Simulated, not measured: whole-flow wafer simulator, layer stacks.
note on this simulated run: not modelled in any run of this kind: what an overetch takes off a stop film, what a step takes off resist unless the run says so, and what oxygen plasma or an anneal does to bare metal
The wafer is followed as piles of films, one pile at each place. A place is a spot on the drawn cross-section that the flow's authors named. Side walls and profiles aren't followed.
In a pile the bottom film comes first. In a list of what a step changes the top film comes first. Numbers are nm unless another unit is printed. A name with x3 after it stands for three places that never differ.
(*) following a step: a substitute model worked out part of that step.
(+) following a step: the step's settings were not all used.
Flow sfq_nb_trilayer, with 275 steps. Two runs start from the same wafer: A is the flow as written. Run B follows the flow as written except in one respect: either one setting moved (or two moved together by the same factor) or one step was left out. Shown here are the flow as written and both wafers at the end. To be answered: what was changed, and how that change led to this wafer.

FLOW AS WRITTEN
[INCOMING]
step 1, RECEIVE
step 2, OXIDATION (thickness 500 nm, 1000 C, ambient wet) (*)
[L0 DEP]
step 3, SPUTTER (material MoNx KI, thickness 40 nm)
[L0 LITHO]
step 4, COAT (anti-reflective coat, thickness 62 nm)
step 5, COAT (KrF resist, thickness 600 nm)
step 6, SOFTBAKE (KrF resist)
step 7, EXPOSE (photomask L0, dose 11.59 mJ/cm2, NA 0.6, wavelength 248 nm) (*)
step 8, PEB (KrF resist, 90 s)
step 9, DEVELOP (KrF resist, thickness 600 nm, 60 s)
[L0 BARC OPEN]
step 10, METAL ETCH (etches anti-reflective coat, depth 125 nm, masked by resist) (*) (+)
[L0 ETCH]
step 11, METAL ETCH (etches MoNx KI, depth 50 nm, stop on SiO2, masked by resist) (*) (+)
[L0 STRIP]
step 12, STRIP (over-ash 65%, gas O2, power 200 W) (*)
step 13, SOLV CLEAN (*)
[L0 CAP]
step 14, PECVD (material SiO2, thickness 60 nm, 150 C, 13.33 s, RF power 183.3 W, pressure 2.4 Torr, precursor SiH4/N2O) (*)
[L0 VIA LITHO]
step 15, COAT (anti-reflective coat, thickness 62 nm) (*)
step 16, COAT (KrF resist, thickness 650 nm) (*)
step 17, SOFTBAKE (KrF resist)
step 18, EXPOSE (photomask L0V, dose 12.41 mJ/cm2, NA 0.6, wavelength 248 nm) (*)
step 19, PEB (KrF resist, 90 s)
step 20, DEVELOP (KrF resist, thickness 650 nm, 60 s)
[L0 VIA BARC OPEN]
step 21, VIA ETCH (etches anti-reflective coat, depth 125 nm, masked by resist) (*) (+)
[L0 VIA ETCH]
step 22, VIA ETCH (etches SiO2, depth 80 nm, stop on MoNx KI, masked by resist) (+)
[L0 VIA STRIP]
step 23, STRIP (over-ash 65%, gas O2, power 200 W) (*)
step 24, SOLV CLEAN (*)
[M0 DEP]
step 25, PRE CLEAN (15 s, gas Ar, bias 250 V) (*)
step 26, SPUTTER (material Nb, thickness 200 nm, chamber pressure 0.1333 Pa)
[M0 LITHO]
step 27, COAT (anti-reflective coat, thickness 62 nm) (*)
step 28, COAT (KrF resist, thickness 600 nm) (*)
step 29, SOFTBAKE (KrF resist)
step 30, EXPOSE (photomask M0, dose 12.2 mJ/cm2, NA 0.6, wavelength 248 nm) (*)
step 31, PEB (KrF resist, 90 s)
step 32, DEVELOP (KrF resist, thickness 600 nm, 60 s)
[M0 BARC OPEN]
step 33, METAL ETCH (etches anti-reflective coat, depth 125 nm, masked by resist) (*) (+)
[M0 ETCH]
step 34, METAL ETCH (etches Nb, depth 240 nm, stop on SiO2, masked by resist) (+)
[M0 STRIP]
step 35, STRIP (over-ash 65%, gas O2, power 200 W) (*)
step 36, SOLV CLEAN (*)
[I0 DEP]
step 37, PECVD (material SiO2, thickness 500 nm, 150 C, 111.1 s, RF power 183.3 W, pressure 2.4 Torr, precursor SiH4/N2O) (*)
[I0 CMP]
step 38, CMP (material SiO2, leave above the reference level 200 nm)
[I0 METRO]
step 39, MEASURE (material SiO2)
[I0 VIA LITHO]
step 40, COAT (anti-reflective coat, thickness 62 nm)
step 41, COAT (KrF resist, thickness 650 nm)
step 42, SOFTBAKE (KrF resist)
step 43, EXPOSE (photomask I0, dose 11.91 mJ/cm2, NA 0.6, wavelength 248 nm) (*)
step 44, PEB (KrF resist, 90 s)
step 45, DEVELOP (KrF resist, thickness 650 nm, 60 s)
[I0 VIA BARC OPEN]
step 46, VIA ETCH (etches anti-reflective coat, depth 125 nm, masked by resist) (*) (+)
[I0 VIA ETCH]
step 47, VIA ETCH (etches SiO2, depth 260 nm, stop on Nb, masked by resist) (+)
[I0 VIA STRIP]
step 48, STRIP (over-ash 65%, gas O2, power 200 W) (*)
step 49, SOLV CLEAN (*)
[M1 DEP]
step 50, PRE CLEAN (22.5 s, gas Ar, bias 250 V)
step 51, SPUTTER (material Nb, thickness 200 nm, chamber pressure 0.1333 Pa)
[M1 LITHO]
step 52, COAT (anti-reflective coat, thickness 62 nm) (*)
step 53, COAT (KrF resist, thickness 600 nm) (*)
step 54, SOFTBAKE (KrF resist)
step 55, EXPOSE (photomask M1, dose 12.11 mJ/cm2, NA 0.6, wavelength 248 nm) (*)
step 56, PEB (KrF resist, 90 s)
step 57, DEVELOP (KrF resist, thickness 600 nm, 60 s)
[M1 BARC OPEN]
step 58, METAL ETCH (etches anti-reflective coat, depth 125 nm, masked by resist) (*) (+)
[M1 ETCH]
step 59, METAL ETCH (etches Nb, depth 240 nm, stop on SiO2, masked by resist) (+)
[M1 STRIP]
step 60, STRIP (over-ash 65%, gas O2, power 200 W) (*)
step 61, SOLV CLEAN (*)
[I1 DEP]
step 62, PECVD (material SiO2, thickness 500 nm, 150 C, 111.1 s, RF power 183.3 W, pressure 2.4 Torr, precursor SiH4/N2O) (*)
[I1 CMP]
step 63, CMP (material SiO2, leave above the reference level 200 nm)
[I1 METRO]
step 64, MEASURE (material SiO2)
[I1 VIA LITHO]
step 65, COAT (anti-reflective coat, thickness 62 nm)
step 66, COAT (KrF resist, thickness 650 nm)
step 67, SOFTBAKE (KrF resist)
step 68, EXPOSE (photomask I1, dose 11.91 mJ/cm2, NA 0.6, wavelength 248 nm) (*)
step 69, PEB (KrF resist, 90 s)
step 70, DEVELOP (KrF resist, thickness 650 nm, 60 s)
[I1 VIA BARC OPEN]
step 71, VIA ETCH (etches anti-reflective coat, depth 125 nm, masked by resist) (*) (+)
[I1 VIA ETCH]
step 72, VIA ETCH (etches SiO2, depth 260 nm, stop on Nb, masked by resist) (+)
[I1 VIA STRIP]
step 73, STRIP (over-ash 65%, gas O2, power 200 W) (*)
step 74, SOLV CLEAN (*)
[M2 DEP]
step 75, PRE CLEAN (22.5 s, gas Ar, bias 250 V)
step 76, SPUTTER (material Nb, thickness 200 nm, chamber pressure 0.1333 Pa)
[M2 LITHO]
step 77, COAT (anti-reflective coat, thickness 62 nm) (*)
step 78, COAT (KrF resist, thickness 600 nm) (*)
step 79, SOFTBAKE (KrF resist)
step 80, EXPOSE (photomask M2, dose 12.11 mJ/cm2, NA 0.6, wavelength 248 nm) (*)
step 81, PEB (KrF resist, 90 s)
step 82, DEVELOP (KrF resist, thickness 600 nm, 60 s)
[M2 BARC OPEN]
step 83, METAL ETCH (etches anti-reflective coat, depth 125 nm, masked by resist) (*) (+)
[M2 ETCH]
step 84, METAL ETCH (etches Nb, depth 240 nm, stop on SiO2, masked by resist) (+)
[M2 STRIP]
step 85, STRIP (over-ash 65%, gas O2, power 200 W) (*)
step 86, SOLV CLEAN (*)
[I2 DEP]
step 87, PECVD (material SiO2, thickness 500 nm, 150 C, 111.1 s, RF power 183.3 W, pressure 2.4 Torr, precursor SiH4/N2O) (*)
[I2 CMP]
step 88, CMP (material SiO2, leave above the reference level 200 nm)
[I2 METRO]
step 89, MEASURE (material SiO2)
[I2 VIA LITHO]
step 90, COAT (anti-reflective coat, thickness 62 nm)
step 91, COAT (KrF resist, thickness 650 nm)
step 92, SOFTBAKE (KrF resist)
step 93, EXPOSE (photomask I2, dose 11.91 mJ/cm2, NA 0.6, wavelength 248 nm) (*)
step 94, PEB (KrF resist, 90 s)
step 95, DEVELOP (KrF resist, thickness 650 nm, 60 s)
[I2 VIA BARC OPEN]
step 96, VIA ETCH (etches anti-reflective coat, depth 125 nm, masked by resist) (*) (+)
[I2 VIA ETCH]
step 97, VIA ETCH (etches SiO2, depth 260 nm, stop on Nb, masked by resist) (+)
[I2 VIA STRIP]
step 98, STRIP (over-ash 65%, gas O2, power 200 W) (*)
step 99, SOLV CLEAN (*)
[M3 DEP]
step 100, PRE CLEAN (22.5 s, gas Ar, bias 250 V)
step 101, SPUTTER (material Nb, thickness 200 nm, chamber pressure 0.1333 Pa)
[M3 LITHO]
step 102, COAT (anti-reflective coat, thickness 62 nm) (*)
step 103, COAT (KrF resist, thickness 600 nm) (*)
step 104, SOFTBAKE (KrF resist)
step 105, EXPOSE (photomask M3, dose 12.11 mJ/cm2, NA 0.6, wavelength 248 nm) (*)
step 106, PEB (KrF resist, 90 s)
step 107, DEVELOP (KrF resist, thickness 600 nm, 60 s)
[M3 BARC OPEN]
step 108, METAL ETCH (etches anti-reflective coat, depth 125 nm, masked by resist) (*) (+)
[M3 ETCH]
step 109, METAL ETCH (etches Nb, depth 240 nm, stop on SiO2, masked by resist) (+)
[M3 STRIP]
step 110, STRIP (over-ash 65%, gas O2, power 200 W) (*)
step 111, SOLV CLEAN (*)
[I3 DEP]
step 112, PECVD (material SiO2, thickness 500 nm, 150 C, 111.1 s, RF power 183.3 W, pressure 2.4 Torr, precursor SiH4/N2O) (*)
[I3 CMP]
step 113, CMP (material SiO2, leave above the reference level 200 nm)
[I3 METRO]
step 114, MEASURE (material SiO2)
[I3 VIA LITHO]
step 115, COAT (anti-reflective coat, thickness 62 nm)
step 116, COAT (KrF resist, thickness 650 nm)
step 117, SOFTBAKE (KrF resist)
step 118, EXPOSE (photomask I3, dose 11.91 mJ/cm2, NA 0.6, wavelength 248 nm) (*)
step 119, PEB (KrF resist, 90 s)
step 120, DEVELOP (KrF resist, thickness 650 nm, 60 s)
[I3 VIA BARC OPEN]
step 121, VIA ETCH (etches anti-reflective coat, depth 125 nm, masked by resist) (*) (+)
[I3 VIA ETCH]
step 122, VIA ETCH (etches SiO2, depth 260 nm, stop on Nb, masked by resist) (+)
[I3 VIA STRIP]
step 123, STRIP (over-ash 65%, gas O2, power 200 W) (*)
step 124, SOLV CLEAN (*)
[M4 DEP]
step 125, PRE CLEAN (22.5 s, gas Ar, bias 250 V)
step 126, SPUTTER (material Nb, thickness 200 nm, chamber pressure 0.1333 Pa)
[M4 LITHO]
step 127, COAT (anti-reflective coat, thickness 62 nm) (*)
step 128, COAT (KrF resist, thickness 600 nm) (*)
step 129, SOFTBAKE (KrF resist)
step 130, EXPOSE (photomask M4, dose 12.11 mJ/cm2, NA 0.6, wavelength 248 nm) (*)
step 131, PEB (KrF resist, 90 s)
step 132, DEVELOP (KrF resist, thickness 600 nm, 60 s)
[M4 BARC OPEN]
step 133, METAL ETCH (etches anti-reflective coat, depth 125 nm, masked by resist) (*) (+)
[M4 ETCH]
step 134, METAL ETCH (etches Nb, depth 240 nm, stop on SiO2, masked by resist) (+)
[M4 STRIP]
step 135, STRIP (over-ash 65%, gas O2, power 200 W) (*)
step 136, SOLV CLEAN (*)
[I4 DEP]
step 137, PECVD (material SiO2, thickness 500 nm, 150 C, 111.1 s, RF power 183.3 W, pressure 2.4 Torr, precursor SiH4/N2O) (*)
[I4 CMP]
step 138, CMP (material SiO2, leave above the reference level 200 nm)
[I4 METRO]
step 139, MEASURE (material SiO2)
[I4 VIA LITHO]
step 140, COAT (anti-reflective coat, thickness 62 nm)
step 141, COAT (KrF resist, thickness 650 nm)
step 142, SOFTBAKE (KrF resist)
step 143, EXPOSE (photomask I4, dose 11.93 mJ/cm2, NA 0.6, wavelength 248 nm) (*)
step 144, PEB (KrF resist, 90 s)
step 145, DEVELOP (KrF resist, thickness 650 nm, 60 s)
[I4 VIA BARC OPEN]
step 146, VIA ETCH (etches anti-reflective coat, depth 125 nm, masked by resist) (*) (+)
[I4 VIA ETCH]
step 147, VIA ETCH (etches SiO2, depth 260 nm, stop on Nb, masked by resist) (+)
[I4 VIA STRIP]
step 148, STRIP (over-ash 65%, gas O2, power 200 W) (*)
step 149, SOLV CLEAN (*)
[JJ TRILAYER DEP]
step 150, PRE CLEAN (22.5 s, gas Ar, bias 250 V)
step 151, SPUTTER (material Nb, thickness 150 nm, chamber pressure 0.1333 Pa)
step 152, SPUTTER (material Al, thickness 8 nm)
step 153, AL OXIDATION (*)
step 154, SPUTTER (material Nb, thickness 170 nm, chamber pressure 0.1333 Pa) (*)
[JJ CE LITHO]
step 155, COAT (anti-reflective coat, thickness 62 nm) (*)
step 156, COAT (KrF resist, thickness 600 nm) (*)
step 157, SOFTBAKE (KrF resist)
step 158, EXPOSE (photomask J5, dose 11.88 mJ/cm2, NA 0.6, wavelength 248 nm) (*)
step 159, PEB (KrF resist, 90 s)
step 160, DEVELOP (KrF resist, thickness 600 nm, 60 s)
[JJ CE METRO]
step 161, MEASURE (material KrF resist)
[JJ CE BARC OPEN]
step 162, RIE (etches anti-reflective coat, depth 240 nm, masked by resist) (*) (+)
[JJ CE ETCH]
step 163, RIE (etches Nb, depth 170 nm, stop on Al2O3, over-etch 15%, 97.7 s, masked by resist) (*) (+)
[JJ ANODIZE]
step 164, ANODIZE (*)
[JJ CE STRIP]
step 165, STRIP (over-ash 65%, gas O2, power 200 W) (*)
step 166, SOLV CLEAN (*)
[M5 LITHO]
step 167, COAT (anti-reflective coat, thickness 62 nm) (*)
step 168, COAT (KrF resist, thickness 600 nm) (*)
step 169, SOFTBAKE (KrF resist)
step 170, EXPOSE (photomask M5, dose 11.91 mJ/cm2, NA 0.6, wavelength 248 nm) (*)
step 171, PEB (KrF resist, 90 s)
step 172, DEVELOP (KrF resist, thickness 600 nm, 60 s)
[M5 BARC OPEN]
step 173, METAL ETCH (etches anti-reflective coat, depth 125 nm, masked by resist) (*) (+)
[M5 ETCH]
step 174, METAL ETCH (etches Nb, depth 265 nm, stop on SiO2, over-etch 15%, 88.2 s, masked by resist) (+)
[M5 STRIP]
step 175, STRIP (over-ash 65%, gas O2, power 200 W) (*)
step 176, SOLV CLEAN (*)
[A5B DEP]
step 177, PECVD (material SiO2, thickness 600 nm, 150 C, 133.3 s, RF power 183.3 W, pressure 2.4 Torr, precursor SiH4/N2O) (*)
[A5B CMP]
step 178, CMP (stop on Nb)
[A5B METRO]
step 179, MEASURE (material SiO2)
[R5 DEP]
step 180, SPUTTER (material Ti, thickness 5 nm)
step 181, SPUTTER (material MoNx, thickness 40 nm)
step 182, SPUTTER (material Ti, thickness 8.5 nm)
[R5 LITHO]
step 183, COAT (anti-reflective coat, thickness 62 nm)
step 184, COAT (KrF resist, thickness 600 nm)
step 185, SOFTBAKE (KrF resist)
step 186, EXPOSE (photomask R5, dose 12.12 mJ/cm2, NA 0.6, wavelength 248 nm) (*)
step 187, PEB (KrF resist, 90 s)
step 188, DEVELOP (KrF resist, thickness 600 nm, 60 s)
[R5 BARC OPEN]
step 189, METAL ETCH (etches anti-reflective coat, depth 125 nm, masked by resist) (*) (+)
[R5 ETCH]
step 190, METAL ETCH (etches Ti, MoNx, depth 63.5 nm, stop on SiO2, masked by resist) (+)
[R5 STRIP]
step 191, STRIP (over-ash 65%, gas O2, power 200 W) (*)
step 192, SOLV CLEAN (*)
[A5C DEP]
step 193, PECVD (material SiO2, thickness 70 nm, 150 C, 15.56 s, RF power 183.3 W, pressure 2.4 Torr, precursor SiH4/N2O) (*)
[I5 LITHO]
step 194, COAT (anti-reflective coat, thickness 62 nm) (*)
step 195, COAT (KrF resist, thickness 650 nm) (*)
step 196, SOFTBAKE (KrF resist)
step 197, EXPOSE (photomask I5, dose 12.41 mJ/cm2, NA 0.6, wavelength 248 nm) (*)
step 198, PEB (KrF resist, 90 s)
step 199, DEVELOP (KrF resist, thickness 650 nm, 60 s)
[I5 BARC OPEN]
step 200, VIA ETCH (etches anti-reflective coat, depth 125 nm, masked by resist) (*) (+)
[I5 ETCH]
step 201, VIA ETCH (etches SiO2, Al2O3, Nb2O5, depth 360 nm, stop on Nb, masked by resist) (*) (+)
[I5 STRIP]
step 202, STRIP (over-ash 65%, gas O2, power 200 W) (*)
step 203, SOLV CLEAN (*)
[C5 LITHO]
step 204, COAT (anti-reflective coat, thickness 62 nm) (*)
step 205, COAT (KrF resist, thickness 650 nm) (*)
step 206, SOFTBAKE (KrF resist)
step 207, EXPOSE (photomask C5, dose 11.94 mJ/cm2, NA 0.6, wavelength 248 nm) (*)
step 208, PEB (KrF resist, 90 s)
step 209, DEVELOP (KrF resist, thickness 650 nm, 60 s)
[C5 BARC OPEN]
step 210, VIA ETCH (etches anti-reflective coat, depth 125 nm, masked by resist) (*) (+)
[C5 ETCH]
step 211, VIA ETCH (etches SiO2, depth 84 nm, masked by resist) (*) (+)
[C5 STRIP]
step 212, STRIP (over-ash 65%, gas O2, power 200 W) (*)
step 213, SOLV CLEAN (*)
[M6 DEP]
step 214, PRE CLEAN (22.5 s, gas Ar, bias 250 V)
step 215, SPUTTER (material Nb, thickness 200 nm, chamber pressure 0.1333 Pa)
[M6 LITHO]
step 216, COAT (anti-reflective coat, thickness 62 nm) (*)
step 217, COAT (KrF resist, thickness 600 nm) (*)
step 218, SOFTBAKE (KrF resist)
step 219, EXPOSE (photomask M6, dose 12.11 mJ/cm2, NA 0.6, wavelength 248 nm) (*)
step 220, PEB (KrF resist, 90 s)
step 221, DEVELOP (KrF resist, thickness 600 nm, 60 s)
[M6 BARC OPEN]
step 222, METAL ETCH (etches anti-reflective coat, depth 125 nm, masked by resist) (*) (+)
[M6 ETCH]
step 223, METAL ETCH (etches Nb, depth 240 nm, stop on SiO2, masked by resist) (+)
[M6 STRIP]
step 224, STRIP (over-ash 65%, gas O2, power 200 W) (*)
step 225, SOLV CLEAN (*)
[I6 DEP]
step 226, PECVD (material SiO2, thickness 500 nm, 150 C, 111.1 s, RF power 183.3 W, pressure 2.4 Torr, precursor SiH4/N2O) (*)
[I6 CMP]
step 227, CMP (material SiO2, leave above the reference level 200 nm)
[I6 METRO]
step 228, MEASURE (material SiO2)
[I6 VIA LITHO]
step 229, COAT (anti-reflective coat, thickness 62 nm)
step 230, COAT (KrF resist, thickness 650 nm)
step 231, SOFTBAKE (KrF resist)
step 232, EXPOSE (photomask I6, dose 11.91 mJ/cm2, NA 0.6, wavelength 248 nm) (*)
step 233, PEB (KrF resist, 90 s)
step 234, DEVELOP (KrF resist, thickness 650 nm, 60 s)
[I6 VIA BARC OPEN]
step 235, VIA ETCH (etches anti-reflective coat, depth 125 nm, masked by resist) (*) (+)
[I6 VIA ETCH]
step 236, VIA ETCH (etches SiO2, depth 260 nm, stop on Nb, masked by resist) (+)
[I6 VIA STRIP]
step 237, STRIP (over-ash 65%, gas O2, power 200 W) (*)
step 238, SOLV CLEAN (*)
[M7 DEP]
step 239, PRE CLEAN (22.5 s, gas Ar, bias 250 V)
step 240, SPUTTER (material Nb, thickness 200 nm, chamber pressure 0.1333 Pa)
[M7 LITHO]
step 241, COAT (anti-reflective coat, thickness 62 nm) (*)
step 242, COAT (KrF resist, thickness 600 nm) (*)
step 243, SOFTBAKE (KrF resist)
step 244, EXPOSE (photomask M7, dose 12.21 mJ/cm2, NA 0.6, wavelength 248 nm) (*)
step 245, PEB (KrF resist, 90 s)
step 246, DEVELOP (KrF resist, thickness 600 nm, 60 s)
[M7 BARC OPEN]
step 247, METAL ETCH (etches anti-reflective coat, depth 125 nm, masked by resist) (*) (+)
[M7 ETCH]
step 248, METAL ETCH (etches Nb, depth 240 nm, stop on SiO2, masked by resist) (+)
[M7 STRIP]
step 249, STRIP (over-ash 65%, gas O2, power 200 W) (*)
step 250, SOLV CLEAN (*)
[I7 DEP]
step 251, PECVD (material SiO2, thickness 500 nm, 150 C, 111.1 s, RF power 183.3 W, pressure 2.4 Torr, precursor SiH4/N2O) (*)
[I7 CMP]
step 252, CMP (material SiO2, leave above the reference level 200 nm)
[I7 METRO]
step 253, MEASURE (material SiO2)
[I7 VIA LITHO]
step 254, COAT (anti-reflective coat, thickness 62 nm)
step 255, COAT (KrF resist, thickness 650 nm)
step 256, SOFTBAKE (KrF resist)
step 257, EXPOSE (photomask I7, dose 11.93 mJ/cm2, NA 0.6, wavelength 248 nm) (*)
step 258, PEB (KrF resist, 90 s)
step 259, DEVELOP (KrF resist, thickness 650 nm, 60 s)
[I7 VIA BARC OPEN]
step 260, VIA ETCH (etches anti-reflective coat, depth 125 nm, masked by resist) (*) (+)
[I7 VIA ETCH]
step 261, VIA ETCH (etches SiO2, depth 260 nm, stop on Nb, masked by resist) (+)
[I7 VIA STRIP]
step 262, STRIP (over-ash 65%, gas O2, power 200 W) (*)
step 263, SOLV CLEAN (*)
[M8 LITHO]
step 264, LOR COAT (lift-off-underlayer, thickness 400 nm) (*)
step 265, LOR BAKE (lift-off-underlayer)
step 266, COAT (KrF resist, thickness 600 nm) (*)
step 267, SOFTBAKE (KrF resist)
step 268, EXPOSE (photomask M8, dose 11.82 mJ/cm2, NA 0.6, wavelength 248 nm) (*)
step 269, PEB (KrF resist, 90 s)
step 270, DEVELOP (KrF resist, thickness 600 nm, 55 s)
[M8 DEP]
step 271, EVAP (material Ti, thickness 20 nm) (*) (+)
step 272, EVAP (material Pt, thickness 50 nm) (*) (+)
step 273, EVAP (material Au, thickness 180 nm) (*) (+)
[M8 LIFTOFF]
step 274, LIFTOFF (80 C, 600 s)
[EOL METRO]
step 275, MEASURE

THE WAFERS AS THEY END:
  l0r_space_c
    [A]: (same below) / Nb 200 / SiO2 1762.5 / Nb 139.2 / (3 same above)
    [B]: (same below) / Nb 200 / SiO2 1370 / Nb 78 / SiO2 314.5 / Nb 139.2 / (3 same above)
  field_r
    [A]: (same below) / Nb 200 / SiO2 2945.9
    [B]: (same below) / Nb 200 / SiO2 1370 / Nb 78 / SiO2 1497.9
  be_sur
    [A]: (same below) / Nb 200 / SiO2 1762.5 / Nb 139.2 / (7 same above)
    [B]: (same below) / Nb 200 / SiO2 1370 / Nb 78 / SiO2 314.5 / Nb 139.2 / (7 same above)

What caused this: step 134, METAL ETCH: depth 122 nm was run, though the flow has depth 240 nm.

Step by step, how the change led to this:
  step 134, METAL ETCH (etches Nb, depth 240 nm, stop on SiO2, masked by resist) (+)
      field_l, be, be_sur and 64 more: A -200 Nb (all of it) | B -122 Nb
      v_sur, via_wl, via_w and 36 more: A -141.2 KrF resist | B -71.8 KrF resist
  step 135, STRIP (over-ash 65%, gas O2, power 200 W) (*)
      p4_fl x3, p4_w1 x3, p4_g1 x2 and 21 more: A -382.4 KrF resist (all of it), -62 anti-reflective coat (all of it) | B -451.8 KrF resist (all of it), -62 anti-reflective coat (all of it)
      ln_m5, lsp_m: A -381.9 KrF resist (all of it), -61.8 anti-reflective coat (all of it) | B -451.3 KrF resist (all of it), -61.8 anti-reflective coat (all of it)
      (and at 8 other places as well)
  step 137, PECVD (material SiO2, thickness 500 nm, 150 C, 111.1 s, RF power 183.3 W, pressure 2.4 Torr, precursor SiH4/N2O) (*)
      field_l, be, be_sur and 55 more: A +500 SiO2 | B +500 SiO2 (new film)
      p3_s0, p3_s1, p3_s2, p3_s3, p3_s4, p3_s5: A +557.1 SiO2 | B +500 SiO2 (new film)
      (and at 3 other places as well)
  step 138, CMP (material SiO2, leave above the reference level 200 nm)
      field_l, be, be_sur and 55 more: A -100 SiO2 | B -178 SiO2
      p3_s0, p3_s1, p3_s2, p3_s3, p3_s4, p3_s5: A -157.1 SiO2 | B -178 SiO2
      (and at 3 other places as well)
Taking metal films that touch as one body, l0r_space_c has 3 bodies (between them, from the top down: SiO2 314.5; SiO2 1370); the flow as written gives 2 bodies (between them, from the top down: SiO2 1762.5).
Taking metal films that touch as one body, field_r has 2 bodies (between them, from the top down: SiO2 1370); the flow as written gives 1 body.
Taking metal films that touch as one body, be_sur has 5 bodies (between them, from the top down: SiO2 192.5; SiO2 209 / Al2O3 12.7 / Nb2O5 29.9; SiO2 314.5; SiO2 1370); the flow as written gives 4 bodies (between them, from the top down: SiO2 192.5; SiO2 209 / Al2O3 12.7 / Nb2O5 29.9; SiO2 1762.5).
